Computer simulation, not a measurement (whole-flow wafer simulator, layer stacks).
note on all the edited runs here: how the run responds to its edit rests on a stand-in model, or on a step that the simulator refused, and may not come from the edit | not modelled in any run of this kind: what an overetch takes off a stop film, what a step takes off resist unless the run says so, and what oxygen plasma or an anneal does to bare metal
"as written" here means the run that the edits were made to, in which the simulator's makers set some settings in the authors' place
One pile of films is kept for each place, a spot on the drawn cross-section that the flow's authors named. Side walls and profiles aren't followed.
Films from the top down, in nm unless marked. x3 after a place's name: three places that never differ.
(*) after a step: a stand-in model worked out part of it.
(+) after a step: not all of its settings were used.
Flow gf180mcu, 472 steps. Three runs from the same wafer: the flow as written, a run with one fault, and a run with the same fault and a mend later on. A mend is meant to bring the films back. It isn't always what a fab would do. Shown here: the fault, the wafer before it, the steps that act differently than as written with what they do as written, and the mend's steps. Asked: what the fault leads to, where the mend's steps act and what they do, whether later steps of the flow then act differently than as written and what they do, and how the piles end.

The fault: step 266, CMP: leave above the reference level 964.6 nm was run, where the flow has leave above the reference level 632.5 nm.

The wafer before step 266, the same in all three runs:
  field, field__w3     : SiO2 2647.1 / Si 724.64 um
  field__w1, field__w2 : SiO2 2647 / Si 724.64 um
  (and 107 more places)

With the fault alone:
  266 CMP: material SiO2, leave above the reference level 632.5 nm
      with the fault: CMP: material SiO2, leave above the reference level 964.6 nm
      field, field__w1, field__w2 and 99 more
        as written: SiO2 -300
        with the fault: nothing
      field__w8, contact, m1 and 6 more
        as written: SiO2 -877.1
        with the fault: SiO2 -545
  Later steps of the flow that act differently than as written (6 more steps differ only slightly, by at most 2% or 0.5 nm, whichever is larger, and aren't shown):
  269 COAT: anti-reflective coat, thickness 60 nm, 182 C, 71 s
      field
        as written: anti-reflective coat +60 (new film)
        with the fault: anti-reflective coat +72.7 (new film)
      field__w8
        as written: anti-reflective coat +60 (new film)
        with the fault: anti-reflective coat +41.7 (new film)
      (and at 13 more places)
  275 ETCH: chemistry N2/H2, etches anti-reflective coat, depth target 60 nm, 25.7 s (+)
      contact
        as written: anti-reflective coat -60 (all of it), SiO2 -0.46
        with the fault: anti-reflective coat -42.4 (all of it), SiO2 -0.91
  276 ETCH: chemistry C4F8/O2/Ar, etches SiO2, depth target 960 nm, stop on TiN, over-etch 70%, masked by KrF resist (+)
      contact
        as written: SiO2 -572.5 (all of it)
        with the fault: SiO2 -904.1 (all of it)
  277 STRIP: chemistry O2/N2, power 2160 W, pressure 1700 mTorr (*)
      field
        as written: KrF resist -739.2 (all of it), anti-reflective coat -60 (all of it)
        with the fault: KrF resist -732.7 (all of it), anti-reflective coat -72.7 (all of it)
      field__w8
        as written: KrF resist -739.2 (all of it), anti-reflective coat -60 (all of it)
        with the fault: KrF resist -736.2 (all of it), anti-reflective coat -41.7 (all of it)
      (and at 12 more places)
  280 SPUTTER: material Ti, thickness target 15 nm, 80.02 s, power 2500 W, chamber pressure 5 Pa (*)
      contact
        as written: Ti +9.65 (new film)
        with the fault: Ti +8.11 (new film)
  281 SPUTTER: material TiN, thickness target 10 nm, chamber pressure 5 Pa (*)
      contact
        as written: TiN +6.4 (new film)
        with the fault: TiN +5.38 (new film)
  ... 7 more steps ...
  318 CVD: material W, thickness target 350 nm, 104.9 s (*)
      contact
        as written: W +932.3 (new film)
        with the fault: W +963.4 (new film)
  At the end the piles differ from the flow's by more than 2% or 0.5 nm, whichever is larger, at field, field__w1, field__w2 and 109 more.
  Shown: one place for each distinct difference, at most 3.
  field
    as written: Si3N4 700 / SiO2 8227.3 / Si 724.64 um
    with the fault: Si3N4 700 / SiO2 8558.1 / Si 724.64 um
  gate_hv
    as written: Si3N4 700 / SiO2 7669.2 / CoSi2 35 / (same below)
    with the fault: Si3N4 700 / SiO2 8000 / CoSi2 35 / (same below)
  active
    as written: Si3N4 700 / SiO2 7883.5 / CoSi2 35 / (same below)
    with the fault: Si3N4 700 / SiO2 8214.3 / CoSi2 35 / (same below)

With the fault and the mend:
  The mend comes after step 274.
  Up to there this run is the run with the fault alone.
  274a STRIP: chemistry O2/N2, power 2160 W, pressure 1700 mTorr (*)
      iso_ptap_pw, iso_ntap_nw, iso_nw_fld and 33 more
        KrF resist -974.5 (all of it), anti-reflective coat -60 (all of it)
      field__w6, field__w7, field__w11 and 21 more
        KrF resist -974.8 (all of it), anti-reflective coat -60.1 (all of it)
      field__w2, field__w3, field__w12 and 9 more
        KrF resist -974.9 (all of it), anti-reflective coat -60.1 (all of it)
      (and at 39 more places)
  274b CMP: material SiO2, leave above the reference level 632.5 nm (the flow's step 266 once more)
      field, field__w1, field__w2 and 99 more
        SiO2 -300
      field__w8, contact, m1 and 6 more
        SiO2 -332.1
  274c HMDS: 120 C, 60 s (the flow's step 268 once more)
      changes no film at any place that is followed
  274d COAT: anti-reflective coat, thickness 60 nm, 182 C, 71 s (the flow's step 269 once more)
      field, field__w1, field__w2 and 108 more
        anti-reflective coat +60 (new film)
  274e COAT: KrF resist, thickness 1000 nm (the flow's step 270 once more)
      field, field__w1, field__w2 and 108 more
        KrF resist +1000 (new film)
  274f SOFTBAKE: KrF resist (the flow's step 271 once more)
      changes no film at any place that is followed
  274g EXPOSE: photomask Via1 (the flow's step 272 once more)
      changes no film at any place that is followed
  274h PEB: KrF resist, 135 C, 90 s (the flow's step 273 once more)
      field, field__w1, field__w2 and 108 more
        KrF resist -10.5
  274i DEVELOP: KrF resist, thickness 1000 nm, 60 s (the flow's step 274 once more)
      field, field__w1, field__w2 and 107 more
        KrF resist -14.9
      contact
        KrF resist -989.5 (all of it)
  No later step of the flow acts differently than as written at any place that is followed.
  At the end the piles are the same as the flow's at every place that both follow.
